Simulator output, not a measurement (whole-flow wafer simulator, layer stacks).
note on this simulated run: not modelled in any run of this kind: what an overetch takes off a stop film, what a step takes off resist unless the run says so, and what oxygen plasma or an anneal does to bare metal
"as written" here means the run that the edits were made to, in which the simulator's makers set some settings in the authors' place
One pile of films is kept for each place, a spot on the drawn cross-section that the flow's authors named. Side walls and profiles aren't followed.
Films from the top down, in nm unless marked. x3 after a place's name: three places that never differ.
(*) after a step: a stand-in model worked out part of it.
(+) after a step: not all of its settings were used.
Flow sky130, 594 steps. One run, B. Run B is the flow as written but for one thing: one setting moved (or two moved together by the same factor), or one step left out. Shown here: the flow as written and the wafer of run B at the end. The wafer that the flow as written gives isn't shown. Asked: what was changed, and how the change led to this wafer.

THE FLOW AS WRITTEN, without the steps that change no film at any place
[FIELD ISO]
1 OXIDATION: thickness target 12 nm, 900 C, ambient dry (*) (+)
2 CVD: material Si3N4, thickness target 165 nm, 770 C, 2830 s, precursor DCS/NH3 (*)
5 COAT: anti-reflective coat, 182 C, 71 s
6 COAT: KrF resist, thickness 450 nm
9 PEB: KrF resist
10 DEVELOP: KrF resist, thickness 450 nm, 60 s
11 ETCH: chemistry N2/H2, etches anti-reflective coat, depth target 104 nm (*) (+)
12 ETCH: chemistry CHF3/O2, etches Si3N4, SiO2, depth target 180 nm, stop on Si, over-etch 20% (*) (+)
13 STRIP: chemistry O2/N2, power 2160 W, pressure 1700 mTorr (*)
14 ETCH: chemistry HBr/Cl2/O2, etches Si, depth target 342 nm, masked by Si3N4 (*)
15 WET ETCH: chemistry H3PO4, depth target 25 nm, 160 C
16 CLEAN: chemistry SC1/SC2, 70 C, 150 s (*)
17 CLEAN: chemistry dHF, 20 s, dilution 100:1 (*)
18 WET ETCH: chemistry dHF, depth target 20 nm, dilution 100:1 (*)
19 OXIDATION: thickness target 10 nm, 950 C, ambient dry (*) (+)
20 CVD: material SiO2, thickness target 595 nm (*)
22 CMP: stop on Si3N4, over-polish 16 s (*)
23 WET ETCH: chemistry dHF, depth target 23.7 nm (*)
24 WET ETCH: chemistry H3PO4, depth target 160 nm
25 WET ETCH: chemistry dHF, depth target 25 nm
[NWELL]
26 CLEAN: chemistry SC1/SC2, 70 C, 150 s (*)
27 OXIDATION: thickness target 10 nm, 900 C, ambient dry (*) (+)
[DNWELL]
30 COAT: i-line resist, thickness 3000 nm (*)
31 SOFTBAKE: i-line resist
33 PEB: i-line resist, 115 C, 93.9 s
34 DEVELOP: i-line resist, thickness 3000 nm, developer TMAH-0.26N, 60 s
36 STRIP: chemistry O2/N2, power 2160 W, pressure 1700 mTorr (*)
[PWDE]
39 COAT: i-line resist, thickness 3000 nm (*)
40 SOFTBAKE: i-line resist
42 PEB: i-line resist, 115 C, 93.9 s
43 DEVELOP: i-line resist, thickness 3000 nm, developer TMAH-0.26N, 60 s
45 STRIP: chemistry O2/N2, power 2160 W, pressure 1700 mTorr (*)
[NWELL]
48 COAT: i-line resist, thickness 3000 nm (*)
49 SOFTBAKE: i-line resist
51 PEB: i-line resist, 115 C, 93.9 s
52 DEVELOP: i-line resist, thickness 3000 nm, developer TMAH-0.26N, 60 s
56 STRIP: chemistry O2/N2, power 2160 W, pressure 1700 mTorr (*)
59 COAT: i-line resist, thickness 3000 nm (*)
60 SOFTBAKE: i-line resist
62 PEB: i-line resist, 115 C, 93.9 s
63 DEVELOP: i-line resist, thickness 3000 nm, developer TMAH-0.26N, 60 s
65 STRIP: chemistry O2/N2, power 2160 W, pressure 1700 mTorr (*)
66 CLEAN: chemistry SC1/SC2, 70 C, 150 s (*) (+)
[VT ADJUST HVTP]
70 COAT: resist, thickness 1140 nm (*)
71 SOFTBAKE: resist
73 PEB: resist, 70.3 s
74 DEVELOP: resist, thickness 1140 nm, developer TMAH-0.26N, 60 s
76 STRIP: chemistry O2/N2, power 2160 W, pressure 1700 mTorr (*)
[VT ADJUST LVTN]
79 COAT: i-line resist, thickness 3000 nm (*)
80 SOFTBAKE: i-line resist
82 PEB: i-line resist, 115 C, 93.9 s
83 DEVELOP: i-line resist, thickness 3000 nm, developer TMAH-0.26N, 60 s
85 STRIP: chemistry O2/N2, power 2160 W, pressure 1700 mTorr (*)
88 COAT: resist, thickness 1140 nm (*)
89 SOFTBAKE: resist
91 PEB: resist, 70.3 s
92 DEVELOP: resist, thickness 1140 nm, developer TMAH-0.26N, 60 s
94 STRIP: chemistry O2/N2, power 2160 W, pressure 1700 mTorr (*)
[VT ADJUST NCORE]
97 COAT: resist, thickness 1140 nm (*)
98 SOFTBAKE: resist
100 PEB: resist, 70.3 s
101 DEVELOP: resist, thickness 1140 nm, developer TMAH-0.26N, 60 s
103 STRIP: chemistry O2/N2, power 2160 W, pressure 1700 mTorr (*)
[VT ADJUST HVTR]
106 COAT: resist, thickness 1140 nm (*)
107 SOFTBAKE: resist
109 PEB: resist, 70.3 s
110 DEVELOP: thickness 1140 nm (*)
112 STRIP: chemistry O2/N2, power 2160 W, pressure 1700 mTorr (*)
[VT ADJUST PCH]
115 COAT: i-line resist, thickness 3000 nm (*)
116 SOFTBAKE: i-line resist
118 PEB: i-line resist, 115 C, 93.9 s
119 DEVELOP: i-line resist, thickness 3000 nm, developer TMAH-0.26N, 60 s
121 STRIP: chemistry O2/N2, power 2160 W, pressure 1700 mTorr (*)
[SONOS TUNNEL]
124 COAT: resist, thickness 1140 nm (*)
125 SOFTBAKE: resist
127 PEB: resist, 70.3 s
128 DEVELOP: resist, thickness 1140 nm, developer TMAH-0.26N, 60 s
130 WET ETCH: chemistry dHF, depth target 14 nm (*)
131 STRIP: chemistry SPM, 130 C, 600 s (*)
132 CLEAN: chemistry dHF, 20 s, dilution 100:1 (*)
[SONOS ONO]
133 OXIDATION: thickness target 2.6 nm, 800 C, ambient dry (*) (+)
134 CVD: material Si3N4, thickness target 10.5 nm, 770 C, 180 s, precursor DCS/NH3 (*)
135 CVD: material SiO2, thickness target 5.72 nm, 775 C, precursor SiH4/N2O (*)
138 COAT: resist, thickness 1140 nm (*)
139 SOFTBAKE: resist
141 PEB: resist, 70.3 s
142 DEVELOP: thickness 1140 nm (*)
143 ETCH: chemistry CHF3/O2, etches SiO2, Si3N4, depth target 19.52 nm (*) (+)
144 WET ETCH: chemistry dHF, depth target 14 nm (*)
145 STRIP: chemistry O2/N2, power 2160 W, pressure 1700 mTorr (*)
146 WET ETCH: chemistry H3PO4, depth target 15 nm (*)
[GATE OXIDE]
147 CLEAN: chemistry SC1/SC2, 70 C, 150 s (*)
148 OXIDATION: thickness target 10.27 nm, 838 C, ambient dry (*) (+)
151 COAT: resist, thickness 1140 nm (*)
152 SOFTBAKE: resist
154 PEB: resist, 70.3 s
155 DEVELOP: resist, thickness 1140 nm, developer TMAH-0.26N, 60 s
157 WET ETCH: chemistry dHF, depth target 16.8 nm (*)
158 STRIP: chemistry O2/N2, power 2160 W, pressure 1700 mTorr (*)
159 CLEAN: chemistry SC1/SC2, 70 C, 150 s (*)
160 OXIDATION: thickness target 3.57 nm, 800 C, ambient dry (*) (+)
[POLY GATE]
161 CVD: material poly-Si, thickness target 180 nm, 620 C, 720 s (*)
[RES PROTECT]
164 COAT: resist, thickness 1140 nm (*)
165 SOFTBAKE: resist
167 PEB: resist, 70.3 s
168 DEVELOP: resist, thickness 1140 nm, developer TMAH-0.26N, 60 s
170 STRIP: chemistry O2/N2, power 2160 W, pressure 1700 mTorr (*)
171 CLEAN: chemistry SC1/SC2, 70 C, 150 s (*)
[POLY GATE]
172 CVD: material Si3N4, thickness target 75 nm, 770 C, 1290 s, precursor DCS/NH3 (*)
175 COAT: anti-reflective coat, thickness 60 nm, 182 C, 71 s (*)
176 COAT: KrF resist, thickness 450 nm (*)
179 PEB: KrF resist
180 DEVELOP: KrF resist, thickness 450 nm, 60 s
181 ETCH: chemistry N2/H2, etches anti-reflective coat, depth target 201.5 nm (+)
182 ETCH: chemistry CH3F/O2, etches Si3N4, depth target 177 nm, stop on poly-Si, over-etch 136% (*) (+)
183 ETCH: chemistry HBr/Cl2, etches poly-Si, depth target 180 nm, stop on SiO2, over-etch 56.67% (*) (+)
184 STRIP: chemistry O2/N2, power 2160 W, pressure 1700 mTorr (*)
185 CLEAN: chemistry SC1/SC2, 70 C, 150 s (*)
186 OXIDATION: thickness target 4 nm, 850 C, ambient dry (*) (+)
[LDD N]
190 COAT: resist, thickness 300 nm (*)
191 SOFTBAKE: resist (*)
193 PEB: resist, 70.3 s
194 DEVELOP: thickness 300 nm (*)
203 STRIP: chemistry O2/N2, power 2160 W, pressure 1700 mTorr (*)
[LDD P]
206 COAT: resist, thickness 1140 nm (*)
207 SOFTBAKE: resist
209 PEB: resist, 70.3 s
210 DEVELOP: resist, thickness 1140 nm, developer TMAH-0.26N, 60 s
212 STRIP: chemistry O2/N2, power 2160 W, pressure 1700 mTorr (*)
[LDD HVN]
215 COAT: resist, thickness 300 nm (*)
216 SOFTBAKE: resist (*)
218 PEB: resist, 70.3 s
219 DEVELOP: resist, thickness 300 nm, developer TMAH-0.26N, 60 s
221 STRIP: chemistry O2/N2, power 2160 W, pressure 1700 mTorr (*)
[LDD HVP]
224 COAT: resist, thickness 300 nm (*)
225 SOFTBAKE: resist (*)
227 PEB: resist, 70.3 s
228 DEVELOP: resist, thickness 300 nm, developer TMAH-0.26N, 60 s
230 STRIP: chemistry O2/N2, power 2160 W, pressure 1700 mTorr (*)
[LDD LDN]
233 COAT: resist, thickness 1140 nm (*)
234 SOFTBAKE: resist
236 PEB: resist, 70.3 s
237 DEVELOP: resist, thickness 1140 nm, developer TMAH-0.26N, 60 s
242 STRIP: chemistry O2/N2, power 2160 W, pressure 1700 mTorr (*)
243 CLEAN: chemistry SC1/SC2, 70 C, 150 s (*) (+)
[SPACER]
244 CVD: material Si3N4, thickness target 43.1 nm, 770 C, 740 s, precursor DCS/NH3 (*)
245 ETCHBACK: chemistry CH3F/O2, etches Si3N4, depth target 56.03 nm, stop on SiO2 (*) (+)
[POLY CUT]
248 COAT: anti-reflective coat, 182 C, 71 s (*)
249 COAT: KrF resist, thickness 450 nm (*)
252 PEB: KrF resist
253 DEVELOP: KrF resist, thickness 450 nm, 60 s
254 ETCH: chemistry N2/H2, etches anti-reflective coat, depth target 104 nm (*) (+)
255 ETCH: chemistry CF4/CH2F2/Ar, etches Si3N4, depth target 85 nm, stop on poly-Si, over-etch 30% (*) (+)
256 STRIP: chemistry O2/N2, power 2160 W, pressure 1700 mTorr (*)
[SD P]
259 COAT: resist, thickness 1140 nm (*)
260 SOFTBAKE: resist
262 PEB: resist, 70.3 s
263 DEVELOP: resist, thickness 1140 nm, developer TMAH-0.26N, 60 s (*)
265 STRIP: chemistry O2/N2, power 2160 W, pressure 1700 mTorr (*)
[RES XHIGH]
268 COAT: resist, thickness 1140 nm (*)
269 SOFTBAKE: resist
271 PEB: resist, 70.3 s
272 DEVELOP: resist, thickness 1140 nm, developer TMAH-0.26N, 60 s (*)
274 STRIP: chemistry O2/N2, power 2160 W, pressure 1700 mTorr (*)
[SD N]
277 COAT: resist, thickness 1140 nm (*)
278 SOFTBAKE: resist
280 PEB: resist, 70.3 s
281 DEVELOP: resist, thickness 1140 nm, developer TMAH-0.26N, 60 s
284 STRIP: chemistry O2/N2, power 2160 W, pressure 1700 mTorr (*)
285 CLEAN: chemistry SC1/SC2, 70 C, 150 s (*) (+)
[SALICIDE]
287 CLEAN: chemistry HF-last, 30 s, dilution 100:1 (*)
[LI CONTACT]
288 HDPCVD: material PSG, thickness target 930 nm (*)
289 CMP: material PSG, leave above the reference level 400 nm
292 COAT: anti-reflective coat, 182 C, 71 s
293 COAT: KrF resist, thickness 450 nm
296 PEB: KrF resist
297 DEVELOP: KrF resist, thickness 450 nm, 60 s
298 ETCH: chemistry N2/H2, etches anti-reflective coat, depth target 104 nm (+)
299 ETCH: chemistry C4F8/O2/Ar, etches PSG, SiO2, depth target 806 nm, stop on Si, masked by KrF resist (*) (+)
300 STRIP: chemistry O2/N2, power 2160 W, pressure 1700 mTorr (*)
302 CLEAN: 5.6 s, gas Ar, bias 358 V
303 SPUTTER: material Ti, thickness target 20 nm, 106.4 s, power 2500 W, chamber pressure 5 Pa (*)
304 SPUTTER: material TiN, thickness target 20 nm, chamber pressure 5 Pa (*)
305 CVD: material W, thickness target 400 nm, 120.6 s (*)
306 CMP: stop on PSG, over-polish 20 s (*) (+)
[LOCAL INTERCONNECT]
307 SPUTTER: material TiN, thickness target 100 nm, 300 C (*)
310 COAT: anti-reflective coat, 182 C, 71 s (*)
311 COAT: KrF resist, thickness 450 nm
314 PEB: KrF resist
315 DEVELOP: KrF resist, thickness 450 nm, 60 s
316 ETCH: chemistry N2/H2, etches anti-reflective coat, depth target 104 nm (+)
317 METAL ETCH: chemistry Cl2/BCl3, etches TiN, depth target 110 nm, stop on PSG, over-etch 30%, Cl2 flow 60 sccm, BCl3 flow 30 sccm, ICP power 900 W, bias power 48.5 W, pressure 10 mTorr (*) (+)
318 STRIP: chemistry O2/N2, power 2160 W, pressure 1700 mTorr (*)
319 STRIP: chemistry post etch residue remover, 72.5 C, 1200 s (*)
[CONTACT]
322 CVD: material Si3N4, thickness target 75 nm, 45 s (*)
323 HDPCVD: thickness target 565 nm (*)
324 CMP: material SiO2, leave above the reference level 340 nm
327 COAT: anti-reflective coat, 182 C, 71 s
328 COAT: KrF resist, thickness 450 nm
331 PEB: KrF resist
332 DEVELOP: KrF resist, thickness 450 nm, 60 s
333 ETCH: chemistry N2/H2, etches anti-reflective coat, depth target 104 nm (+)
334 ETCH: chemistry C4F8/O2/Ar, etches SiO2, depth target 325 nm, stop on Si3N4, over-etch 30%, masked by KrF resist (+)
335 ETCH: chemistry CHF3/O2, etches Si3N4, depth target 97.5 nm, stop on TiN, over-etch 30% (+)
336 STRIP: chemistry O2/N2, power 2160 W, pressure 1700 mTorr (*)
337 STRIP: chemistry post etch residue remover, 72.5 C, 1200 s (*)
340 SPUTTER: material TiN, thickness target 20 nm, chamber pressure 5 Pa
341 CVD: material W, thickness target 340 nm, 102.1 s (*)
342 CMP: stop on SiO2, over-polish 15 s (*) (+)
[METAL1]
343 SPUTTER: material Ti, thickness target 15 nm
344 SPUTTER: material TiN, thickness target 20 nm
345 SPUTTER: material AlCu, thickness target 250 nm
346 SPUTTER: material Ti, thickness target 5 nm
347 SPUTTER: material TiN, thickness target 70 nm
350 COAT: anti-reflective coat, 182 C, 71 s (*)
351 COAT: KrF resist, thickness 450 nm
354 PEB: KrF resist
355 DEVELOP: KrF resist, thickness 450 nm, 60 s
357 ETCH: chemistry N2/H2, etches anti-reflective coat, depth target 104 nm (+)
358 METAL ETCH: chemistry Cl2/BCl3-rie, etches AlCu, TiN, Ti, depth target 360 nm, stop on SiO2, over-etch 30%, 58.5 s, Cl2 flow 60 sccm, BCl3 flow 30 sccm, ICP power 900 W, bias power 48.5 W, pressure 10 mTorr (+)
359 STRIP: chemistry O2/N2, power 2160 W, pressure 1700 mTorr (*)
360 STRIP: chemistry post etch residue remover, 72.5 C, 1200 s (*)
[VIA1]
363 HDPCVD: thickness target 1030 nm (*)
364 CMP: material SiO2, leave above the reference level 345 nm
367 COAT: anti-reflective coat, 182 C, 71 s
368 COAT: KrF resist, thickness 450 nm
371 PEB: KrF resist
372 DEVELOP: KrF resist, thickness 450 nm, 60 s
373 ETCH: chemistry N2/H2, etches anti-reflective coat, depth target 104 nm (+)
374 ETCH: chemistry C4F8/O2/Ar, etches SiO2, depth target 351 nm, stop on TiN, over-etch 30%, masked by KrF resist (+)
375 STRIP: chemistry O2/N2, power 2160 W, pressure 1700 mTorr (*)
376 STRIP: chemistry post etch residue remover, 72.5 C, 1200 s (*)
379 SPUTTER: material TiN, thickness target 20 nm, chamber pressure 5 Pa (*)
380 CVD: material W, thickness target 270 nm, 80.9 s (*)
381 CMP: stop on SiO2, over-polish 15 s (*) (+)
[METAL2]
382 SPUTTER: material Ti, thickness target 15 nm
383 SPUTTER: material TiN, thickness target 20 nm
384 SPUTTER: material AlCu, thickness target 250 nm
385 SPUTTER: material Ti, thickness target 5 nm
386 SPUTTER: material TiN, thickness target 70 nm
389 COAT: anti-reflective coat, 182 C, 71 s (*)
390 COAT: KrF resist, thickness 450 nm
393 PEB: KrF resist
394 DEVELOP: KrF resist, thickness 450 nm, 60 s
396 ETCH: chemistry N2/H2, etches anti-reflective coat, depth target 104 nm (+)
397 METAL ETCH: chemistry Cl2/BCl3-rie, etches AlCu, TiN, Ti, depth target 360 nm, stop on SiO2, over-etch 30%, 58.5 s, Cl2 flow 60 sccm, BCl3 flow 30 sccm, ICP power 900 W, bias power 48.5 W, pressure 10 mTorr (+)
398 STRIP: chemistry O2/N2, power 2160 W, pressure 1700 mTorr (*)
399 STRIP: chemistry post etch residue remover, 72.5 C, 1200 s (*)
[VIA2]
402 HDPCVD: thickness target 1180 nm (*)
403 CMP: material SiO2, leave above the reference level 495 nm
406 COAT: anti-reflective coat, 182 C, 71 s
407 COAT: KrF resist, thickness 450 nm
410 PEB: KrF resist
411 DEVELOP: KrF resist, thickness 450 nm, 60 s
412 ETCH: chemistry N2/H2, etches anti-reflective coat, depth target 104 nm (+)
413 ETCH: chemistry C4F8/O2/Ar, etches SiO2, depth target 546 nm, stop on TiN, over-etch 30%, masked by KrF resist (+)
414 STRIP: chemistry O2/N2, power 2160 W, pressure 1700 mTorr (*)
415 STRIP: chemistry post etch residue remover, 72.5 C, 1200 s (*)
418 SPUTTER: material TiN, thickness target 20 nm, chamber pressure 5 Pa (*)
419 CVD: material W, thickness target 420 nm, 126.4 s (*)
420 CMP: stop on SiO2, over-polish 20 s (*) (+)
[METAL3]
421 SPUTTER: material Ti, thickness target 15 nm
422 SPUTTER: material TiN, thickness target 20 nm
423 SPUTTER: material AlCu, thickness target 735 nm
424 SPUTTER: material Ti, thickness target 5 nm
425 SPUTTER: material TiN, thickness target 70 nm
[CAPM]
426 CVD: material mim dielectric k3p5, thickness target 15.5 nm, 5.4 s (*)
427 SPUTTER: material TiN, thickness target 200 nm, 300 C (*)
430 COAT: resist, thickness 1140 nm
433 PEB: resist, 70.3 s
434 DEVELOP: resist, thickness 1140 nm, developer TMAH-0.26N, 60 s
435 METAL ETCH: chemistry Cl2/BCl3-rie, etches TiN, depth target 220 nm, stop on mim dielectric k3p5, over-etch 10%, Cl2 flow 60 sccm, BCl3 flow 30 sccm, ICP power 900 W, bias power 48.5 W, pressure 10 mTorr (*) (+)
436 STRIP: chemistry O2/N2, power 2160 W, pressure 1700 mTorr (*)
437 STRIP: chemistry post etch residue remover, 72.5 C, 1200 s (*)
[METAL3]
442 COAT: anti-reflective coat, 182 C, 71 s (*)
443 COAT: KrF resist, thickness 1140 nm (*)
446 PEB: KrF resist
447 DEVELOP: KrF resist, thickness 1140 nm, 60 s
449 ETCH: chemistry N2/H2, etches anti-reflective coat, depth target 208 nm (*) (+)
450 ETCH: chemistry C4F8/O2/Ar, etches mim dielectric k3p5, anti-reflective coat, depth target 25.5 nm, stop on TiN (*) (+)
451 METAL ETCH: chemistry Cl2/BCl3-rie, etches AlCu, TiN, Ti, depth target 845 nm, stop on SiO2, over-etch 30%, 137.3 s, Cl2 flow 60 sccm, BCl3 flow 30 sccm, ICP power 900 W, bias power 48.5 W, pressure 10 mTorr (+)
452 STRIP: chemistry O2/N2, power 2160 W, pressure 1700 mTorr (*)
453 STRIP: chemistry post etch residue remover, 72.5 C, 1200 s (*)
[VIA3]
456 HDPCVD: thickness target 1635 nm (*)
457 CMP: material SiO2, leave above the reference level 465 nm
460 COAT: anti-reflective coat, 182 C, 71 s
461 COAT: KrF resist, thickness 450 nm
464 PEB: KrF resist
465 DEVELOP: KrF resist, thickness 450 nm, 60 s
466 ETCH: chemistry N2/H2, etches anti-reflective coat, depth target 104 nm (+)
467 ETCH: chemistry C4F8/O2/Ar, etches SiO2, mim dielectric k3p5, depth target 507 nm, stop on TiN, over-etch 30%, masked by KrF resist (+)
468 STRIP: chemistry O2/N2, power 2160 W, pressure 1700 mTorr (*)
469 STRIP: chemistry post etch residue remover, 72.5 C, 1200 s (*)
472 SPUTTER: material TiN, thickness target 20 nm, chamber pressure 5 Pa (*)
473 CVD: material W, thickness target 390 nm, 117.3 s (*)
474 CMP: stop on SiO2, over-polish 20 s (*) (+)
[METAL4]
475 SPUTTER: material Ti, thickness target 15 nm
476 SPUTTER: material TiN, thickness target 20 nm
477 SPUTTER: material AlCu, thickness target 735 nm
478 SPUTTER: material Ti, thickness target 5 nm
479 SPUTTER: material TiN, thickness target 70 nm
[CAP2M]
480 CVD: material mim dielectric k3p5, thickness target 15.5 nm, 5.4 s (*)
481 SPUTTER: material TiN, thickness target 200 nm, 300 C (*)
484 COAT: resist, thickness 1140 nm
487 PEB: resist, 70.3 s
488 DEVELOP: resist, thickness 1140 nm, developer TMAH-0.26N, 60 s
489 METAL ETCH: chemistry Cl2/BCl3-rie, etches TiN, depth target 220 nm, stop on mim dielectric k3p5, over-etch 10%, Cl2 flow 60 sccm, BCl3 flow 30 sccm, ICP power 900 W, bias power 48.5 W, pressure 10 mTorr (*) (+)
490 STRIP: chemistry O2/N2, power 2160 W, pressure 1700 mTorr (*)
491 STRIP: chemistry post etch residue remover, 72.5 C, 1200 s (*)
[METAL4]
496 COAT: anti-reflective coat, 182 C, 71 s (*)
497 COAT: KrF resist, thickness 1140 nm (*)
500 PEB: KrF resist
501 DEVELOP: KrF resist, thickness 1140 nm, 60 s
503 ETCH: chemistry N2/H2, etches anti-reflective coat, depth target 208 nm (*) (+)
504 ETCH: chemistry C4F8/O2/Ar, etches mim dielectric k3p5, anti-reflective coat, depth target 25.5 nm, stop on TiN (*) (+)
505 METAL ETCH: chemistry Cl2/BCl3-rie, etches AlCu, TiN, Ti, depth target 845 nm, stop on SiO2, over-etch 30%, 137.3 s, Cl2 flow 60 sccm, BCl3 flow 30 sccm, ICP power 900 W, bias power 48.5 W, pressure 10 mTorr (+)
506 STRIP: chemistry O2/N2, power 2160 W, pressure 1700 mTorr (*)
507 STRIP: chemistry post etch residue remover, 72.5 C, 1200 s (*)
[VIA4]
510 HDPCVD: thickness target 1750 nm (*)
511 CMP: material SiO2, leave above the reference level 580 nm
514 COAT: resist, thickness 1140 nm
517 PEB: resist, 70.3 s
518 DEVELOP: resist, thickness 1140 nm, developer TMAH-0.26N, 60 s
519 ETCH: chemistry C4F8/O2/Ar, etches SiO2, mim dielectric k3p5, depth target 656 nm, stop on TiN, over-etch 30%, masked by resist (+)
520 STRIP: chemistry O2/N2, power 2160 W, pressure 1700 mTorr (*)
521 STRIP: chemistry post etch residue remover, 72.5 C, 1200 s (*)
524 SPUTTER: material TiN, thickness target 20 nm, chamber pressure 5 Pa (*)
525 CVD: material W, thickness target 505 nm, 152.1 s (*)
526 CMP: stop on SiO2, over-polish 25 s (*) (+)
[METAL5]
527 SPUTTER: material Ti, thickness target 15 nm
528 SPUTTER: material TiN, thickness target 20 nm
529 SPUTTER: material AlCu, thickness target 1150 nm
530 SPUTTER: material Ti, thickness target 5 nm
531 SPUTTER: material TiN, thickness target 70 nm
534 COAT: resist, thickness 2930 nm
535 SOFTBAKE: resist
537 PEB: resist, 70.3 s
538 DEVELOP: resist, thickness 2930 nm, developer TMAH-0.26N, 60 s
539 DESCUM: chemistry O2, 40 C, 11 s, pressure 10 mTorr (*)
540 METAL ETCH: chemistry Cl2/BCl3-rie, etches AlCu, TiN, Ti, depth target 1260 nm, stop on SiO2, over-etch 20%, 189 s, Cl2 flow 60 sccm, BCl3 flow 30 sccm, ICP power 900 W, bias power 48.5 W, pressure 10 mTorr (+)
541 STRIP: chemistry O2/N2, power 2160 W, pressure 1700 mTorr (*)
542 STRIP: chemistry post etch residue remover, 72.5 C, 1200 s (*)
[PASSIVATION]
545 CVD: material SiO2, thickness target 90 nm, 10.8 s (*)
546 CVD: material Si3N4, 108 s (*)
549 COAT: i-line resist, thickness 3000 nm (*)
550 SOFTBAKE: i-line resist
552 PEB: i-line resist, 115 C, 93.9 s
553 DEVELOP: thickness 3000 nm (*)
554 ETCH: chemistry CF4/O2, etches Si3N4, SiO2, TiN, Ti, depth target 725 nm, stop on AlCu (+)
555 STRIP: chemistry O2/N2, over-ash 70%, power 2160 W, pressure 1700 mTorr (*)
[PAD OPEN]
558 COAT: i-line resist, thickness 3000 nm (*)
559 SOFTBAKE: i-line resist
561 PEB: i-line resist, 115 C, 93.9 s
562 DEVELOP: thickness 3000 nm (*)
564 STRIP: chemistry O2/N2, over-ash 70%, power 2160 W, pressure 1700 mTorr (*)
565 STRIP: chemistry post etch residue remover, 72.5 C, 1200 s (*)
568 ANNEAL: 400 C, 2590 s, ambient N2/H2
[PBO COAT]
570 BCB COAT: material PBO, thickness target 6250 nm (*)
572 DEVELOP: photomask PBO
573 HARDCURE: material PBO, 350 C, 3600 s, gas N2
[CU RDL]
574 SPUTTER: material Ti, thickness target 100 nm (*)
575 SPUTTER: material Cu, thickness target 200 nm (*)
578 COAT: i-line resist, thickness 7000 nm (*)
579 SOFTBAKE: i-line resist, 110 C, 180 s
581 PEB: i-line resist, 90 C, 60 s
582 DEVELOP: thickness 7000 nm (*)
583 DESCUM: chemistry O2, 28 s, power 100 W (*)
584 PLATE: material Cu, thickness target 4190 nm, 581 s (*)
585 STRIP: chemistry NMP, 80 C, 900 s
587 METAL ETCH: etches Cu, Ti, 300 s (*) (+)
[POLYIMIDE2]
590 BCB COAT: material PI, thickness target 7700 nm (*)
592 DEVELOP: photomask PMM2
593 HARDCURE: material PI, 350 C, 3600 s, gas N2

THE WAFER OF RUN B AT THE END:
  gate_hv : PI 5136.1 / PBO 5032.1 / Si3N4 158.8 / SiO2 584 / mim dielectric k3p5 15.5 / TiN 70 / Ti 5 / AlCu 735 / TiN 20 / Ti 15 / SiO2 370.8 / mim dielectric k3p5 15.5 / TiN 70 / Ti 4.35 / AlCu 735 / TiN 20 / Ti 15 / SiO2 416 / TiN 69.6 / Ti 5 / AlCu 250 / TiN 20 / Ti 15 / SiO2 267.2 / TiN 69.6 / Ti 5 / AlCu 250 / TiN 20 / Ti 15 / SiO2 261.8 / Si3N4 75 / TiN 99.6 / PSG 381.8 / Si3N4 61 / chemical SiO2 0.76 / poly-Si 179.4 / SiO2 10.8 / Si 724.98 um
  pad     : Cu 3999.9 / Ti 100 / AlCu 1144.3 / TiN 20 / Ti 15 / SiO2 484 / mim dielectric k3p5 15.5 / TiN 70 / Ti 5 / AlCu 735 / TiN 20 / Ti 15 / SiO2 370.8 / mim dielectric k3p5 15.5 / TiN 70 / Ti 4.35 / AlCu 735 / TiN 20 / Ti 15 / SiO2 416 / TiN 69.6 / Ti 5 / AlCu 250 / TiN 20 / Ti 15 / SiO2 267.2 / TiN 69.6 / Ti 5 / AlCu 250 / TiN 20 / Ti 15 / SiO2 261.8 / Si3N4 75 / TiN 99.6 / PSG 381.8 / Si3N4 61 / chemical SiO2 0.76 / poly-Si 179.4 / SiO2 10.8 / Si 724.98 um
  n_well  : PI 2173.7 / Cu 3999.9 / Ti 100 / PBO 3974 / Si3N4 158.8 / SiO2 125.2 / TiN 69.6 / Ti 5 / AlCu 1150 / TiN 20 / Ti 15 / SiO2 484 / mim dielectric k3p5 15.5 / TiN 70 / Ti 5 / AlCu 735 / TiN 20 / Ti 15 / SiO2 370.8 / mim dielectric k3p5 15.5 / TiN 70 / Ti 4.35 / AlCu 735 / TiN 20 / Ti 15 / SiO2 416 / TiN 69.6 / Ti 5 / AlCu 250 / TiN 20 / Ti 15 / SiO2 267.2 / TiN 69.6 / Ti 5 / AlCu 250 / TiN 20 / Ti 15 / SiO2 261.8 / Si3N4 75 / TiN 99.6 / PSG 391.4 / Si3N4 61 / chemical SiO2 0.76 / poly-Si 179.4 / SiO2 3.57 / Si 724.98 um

The cause: step 424, SPUTTER: thickness target 4.35 nm was run, where the flow has thickness target 5 nm.
It can be read off the wafer: gate_hv has Ti 4.35, and step 424 as written asks for 5 nm.

How the change led to this, step by step:
  424 SPUTTER: material Ti, thickness target 5 nm
      field, active, n_well and 188 more: Ti +4.35 (new film) (as written it would be: Ti +5 (new film))
  451 METAL ETCH: chemistry Cl2/BCl3-rie, etches AlCu, TiN, Ti, depth target 845 nm, stop on SiO2, over-etch 30%, 137.3 s, Cl2 flow 60 sccm, BCl3 flow 30 sccm, ICP power 900 W, bias power 48.5 W, pressure 10 mTorr (+)
      field, gate, spacer and 68 more: TiN -70 (all of it), Ti -4.35 (all of it), AlCu -735 (all of it), TiN -20 (all of it), Ti -15 (all of it), SiO2 -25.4 (as written it would be: TiN -70 (all of it), Ti -5 (all of it), AlCu -735 (all of it), TiN -20 (all of it), Ti -15 (all of it), SiO2 -25.4)
      active, vpp_ln, vpp_iso2 and 11 more: TiN -70 (all of it), Ti -4.35 (all of it), AlCu -735 (all of it), TiN -20 (all of it), Ti -15 (all of it), SiO2 -25.4 (as written it would be: TiN -70 (all of it), Ti -5 (all of it), AlCu -735 (all of it), TiN -20 (all of it), Ti -15 (all of it), SiO2 -25.3)
